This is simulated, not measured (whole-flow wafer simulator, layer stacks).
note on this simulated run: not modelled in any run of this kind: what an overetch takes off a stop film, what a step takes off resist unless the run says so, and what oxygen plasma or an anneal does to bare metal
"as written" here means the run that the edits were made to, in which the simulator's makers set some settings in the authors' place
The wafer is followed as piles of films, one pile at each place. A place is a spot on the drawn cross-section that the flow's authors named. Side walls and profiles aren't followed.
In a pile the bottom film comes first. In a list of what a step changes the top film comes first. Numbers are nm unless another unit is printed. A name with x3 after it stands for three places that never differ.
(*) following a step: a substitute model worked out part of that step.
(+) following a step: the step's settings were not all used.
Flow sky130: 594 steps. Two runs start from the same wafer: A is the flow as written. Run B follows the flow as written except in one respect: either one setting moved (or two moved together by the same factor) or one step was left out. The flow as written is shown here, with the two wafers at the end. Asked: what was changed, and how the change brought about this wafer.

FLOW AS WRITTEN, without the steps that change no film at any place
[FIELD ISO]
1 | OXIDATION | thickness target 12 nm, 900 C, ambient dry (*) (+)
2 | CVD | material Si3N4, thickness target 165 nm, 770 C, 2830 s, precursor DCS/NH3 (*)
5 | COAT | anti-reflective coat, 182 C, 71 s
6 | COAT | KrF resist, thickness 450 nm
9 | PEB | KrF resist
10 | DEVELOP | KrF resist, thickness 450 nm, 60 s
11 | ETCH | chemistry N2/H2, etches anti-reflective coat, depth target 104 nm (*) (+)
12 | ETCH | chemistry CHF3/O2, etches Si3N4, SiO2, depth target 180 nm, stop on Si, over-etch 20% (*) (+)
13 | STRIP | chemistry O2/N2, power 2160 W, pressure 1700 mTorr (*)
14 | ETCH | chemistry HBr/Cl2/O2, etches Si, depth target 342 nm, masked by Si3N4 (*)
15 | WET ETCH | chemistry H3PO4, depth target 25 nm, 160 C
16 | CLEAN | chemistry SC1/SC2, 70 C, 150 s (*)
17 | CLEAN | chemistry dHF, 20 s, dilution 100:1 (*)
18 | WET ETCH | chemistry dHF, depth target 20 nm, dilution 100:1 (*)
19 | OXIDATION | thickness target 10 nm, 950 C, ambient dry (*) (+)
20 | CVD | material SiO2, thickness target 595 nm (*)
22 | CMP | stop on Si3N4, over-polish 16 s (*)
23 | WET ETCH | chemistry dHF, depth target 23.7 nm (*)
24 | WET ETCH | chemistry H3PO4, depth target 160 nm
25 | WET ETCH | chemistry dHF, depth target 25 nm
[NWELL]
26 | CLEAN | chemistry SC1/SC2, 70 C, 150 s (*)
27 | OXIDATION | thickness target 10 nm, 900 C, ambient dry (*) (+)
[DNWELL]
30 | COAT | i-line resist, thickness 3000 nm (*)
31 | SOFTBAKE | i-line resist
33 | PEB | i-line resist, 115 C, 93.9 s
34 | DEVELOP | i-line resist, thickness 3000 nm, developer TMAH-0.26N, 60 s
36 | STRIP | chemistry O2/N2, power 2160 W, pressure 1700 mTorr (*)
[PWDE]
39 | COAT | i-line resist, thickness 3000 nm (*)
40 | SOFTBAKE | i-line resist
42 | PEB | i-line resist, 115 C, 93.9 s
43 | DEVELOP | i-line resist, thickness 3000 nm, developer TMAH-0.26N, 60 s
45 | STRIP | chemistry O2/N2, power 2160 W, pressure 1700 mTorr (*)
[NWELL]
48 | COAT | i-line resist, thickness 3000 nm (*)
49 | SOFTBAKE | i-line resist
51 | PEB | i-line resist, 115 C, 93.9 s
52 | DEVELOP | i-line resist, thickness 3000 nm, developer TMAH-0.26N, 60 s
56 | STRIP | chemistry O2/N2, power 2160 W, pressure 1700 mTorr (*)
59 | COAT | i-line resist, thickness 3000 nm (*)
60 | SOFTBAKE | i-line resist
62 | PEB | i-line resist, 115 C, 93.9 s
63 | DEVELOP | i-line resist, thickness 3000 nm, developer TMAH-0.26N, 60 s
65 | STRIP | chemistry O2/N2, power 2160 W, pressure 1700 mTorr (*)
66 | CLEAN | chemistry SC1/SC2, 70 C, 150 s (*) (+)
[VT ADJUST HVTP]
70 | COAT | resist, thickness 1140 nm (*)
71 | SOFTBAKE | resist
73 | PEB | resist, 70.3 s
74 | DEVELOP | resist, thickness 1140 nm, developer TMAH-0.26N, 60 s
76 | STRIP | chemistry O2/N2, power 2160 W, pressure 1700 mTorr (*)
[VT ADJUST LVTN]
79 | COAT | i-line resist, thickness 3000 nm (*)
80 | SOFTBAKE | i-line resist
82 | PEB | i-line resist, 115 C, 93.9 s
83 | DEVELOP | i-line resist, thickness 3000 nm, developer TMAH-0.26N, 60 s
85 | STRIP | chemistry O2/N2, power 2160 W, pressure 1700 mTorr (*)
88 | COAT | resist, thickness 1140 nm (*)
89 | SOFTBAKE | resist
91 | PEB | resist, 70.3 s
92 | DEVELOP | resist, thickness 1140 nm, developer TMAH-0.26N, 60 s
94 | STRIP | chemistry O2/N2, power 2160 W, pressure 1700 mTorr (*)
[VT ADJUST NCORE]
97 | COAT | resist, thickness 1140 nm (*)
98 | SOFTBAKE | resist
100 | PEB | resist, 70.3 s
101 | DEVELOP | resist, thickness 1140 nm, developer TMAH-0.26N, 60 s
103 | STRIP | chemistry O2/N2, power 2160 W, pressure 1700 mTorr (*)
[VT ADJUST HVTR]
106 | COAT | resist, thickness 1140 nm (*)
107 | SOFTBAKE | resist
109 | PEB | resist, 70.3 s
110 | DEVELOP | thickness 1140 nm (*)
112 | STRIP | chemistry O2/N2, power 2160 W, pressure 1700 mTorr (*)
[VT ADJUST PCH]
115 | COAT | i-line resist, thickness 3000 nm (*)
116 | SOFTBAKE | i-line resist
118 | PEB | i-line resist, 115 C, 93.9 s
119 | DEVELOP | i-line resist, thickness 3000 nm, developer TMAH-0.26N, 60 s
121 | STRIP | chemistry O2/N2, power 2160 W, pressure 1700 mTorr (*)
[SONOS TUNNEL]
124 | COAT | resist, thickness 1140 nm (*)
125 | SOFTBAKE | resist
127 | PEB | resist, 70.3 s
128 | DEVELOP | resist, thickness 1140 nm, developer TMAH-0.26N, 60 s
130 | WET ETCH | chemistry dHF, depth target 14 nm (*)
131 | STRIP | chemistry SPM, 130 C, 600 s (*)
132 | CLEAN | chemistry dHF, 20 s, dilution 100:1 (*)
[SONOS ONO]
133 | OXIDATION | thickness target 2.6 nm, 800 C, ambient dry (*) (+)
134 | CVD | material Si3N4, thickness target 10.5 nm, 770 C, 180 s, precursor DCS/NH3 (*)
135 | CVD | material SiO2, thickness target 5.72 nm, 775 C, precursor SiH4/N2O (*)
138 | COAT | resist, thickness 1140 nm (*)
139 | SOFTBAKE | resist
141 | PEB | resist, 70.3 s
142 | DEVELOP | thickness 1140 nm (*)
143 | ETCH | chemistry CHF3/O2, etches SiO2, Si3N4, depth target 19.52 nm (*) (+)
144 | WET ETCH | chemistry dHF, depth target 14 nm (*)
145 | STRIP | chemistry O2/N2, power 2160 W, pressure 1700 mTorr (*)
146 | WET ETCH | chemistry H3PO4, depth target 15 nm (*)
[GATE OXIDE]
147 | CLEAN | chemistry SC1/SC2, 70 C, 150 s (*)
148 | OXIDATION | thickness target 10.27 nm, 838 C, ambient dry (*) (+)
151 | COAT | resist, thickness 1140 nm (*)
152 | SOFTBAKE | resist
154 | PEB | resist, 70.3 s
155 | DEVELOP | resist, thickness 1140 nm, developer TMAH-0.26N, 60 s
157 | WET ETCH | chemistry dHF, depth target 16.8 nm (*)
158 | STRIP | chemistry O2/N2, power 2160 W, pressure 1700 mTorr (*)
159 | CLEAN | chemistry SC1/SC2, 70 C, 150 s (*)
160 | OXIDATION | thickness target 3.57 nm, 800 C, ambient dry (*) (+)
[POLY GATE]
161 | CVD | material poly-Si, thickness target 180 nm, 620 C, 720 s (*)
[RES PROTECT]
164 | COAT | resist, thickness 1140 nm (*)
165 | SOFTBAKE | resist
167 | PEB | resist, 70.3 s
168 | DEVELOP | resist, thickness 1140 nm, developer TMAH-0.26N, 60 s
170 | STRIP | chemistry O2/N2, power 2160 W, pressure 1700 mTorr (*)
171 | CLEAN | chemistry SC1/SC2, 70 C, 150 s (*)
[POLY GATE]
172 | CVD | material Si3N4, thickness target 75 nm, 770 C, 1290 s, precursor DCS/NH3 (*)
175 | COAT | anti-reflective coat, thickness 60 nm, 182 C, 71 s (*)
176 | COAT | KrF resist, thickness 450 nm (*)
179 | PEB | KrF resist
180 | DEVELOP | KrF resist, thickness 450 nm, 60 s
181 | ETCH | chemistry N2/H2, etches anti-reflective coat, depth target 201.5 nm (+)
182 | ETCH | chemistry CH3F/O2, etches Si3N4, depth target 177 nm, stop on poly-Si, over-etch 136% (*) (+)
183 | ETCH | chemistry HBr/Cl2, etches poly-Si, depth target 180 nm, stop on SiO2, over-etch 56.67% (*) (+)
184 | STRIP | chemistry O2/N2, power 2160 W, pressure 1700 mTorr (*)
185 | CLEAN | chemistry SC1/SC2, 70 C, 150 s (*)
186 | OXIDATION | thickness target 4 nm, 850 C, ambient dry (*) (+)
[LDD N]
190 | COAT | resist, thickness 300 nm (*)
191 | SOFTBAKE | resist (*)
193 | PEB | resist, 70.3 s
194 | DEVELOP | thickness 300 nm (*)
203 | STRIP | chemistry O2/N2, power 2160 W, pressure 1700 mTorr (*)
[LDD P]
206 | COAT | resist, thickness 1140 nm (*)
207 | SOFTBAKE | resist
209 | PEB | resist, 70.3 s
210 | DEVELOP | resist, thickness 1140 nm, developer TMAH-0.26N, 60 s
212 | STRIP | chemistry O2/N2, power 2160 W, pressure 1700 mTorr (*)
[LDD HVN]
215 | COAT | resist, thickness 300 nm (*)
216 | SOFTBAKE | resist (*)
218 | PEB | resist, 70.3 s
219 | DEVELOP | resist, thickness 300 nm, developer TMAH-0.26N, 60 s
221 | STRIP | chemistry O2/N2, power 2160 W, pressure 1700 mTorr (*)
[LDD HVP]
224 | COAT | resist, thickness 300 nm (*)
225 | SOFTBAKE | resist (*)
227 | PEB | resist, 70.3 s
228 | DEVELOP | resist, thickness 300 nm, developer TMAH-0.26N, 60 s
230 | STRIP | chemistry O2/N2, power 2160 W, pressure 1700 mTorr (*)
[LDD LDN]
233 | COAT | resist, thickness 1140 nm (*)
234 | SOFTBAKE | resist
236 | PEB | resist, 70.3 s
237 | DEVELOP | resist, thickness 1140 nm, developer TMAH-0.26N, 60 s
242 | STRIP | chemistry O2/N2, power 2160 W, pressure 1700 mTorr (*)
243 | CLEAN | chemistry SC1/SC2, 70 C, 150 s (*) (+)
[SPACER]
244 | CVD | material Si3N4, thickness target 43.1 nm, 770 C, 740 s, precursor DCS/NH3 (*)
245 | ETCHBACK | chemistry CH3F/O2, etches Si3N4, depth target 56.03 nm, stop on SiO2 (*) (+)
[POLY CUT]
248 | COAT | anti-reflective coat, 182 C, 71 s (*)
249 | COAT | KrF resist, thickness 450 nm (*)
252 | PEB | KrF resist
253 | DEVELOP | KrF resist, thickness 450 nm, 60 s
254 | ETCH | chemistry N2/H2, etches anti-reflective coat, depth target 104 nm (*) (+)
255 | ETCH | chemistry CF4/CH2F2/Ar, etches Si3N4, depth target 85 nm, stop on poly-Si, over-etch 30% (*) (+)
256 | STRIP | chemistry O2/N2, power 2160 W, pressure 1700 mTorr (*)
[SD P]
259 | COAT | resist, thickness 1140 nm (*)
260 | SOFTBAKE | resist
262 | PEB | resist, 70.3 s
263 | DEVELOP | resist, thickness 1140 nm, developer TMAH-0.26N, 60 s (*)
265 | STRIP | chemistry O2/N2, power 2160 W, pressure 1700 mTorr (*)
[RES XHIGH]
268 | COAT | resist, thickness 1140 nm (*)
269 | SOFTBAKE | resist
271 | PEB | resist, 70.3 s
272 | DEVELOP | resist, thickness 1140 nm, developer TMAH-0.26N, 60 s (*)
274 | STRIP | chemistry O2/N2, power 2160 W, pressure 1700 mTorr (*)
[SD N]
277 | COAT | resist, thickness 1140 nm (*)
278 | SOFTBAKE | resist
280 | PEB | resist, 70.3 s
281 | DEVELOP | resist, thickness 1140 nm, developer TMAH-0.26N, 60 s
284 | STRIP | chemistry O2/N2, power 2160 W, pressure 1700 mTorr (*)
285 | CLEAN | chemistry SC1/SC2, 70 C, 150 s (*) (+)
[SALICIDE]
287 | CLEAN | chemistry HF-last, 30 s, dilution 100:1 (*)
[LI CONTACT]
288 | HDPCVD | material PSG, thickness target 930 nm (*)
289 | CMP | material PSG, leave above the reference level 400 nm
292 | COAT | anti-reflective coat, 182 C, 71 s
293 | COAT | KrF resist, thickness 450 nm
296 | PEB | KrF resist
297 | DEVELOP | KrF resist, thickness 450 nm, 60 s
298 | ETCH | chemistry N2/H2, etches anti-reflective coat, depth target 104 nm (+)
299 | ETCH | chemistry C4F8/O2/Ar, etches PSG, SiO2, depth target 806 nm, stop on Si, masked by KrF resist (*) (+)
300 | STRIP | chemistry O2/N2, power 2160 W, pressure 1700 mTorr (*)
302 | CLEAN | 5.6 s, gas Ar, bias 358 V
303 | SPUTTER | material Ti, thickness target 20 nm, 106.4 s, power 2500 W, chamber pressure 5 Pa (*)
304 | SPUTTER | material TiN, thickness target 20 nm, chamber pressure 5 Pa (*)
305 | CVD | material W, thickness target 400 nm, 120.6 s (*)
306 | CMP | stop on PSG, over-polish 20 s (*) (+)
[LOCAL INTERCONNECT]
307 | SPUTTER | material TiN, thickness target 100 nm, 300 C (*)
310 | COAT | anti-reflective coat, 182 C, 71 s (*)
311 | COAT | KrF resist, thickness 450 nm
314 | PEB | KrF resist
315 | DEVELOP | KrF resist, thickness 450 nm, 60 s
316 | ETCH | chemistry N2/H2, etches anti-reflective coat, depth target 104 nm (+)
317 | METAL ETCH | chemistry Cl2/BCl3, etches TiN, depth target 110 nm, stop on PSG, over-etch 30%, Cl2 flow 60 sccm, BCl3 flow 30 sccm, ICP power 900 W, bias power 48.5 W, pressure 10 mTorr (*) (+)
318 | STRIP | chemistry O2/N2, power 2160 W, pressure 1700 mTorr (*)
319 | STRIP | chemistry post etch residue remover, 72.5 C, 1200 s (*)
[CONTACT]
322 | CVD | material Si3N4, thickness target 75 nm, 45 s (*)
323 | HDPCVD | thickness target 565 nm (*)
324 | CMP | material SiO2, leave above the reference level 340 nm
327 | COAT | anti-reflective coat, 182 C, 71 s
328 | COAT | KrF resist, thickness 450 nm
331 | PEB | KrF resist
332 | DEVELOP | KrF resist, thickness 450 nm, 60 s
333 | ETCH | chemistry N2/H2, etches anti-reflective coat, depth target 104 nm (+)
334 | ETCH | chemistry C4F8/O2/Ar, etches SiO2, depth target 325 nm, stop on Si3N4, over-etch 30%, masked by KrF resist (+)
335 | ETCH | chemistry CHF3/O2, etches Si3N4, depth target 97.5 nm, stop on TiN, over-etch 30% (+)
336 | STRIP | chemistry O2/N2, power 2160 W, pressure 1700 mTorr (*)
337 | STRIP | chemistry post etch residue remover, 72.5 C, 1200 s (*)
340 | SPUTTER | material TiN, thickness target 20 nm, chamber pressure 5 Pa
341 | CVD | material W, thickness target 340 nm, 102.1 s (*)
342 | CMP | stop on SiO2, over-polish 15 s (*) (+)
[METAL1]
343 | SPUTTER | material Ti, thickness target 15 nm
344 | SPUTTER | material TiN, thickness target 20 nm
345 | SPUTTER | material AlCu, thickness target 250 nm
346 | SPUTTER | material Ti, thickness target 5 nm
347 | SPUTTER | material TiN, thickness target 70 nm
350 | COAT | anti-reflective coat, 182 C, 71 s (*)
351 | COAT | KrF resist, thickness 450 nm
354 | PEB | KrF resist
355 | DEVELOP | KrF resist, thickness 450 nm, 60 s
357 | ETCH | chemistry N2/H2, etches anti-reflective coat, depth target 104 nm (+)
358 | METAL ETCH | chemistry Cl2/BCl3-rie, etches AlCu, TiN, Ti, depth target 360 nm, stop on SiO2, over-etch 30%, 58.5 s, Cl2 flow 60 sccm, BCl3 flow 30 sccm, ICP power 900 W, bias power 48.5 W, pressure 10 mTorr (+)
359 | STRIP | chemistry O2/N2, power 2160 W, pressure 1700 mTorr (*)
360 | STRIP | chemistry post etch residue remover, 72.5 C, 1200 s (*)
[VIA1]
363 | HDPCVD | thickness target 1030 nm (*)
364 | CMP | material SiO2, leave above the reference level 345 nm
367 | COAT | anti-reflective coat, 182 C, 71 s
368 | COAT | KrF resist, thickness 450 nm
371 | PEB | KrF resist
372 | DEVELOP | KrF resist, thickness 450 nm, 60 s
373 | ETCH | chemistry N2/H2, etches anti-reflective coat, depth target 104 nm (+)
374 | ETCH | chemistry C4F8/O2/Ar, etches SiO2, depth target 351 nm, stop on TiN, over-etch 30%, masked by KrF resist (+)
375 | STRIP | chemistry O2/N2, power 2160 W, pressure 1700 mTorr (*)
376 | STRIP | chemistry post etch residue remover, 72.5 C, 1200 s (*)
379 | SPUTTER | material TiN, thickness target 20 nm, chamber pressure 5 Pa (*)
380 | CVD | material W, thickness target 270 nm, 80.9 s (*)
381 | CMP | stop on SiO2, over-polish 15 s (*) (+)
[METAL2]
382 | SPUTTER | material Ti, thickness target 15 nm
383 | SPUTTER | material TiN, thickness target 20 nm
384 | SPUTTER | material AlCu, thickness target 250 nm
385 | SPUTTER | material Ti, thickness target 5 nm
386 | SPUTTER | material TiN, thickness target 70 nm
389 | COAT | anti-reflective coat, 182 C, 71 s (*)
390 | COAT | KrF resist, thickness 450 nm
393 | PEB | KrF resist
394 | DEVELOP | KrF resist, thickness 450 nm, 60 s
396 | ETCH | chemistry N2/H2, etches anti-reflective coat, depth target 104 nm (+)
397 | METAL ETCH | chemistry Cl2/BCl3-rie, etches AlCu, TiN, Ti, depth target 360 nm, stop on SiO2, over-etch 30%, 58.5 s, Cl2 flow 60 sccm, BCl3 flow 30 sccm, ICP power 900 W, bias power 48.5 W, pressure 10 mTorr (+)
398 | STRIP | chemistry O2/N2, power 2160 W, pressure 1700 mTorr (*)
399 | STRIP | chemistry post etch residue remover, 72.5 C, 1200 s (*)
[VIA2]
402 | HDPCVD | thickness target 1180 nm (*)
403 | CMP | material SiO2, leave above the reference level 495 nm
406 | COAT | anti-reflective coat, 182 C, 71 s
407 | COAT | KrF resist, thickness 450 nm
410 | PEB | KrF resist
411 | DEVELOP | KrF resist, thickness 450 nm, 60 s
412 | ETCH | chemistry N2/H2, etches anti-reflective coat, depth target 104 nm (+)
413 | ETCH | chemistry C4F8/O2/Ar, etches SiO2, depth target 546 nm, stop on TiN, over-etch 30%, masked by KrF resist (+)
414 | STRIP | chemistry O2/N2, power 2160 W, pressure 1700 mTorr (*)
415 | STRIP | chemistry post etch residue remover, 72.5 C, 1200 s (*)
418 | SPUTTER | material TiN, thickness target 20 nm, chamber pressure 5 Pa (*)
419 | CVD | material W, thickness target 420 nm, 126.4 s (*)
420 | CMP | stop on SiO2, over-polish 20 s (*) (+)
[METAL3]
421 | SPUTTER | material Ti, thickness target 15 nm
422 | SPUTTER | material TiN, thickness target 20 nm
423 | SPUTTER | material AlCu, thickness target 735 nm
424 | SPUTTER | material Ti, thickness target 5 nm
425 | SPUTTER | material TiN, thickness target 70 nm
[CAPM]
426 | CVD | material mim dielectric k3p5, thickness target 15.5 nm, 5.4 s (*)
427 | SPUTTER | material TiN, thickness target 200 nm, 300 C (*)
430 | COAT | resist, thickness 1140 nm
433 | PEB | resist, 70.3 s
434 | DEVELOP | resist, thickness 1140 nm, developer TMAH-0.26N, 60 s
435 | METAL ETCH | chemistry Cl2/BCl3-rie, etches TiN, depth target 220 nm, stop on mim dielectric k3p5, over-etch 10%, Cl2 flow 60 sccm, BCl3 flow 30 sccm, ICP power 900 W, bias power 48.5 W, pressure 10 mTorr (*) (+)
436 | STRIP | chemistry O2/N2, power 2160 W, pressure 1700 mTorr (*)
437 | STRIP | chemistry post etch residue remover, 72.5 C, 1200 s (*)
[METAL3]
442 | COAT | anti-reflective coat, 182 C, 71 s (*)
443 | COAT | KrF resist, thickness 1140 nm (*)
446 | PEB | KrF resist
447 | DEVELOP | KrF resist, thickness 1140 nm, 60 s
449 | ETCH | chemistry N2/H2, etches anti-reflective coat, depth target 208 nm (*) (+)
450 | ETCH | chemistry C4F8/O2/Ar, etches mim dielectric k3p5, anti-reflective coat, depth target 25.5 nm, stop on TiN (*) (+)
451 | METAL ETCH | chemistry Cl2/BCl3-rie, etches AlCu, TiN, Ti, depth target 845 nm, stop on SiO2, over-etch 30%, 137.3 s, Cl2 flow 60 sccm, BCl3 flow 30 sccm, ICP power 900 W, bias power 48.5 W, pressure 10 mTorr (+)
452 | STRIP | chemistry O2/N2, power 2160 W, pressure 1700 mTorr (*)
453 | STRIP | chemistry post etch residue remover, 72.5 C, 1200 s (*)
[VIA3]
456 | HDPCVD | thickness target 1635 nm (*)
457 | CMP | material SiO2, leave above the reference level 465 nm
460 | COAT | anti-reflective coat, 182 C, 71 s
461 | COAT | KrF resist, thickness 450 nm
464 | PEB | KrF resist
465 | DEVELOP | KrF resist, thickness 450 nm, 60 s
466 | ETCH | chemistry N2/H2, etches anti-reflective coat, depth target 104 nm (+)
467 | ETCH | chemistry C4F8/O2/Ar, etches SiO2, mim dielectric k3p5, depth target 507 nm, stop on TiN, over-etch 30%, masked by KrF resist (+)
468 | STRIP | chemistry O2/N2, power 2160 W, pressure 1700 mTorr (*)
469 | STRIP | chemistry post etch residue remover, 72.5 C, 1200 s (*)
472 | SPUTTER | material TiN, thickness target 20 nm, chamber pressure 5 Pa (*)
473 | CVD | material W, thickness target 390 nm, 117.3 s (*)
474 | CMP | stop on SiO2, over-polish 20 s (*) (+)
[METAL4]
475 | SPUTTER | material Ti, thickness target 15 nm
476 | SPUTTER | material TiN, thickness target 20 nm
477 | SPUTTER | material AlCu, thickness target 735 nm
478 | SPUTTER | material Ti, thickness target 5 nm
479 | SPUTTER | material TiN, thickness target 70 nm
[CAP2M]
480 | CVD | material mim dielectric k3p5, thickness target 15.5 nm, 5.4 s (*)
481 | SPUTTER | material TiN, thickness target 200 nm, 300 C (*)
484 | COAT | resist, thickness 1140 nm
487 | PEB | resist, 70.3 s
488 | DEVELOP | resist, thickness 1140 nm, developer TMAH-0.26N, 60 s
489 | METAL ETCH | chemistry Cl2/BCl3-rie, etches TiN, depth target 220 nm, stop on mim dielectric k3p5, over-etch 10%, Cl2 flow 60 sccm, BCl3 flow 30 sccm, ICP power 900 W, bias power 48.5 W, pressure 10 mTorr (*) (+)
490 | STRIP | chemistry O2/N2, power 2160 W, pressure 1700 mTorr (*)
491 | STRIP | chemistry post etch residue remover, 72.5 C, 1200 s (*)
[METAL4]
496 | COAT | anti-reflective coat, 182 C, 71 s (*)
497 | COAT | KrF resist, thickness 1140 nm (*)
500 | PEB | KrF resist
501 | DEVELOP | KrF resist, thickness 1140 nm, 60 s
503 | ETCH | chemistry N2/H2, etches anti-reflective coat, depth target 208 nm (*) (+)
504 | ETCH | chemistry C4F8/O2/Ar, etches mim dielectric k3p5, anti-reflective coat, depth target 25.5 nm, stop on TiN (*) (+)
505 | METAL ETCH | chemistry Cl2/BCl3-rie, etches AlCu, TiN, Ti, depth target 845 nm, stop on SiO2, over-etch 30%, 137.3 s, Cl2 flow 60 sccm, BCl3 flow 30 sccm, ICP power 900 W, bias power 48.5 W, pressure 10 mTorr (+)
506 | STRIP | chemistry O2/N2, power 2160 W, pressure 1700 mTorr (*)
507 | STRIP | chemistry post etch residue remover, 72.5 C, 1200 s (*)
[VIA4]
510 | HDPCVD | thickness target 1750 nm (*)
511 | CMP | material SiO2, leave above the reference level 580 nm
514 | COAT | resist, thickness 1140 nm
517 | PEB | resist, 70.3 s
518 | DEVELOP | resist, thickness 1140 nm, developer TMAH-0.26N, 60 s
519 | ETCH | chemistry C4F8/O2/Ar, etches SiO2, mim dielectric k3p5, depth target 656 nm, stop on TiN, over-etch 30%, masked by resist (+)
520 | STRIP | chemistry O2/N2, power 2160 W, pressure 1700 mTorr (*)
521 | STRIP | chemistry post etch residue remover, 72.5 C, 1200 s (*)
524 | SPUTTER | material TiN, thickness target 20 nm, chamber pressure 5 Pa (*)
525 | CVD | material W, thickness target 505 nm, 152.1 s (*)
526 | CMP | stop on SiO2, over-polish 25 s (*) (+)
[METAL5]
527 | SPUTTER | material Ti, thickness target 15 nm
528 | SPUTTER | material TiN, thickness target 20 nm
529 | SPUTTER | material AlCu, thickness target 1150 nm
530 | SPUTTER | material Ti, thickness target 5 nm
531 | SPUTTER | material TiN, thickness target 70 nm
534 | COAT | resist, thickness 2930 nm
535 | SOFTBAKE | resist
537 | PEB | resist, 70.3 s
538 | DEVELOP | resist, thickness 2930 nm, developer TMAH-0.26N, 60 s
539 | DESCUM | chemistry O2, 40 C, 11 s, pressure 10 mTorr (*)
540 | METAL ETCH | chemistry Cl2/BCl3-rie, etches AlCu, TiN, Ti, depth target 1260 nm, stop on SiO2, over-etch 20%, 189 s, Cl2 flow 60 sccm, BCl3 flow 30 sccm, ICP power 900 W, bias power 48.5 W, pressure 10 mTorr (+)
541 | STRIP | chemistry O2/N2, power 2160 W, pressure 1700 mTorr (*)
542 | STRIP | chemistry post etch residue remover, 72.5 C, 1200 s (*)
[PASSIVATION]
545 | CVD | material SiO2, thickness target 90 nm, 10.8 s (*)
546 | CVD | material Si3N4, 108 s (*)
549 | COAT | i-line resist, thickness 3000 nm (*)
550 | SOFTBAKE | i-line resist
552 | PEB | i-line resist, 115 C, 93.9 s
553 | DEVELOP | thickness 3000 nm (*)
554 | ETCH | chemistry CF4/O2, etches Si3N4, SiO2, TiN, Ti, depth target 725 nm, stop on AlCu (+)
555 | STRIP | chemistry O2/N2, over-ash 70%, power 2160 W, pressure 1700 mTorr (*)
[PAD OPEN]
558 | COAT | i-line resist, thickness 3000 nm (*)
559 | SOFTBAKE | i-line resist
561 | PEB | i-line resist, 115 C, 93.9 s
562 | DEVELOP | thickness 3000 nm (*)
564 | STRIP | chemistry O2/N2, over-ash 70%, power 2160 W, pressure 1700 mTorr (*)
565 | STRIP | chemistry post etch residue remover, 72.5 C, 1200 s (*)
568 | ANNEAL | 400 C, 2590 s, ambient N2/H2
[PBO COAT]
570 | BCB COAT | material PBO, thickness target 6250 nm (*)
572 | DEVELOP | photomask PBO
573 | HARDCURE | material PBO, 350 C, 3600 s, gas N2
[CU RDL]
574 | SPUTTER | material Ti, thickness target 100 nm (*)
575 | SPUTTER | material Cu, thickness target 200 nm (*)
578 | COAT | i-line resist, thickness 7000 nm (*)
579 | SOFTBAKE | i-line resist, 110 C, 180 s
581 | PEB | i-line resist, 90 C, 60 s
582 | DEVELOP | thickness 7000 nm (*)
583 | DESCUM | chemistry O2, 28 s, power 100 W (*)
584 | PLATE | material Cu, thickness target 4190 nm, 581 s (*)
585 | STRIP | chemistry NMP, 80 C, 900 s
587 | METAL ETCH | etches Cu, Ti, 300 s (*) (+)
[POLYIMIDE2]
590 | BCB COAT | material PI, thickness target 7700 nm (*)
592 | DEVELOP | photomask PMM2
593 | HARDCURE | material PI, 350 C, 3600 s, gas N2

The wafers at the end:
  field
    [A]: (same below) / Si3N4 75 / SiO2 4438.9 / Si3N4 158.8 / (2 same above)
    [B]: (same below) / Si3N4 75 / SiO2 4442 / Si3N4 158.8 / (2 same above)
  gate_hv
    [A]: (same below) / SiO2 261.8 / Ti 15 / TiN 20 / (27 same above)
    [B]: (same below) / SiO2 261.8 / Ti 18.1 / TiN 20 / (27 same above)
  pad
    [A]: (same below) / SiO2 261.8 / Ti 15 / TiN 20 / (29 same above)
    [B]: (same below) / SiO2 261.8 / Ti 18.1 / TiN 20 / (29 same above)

The reason: step 343, SPUTTER: thickness target 18.1 nm was run, whereas the flow has thickness target 15 nm.
The wafer lets one read it off: gate_hv has Ti 18.1, and step 343 as written asks for 15 nm.

Step by step, how the change led to this:
  343 | SPUTTER | material Ti, thickness target 15 nm
      field, active, n_well and 188 more: A Ti gains 15 (new film) | B Ti gains 18.1 (new film)
  358 | METAL ETCH | chemistry Cl2/BCl3-rie, etches AlCu, TiN, Ti, depth target 360 nm, stop on SiO2, over-etch 30%, 58.5 s, Cl2 flow 60 sccm, BCl3 flow 30 sccm, ICP power 900 W, bias power 48.5 W, pressure 10 mTorr (+)
      field, active, gate and 81 more: A TiN loses 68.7 (all of it), Ti loses 5 (all of it), AlCu loses 250 (all of it), TiN loses 20 (all of it), Ti loses 15 (all of it), SiO2 loses 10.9 | B TiN loses 68.7 (all of it), Ti loses 5 (all of it), AlCu loses 250 (all of it), TiN loses 20 (all of it), Ti loses 18.1 (all of it), SiO2 loses 10.6
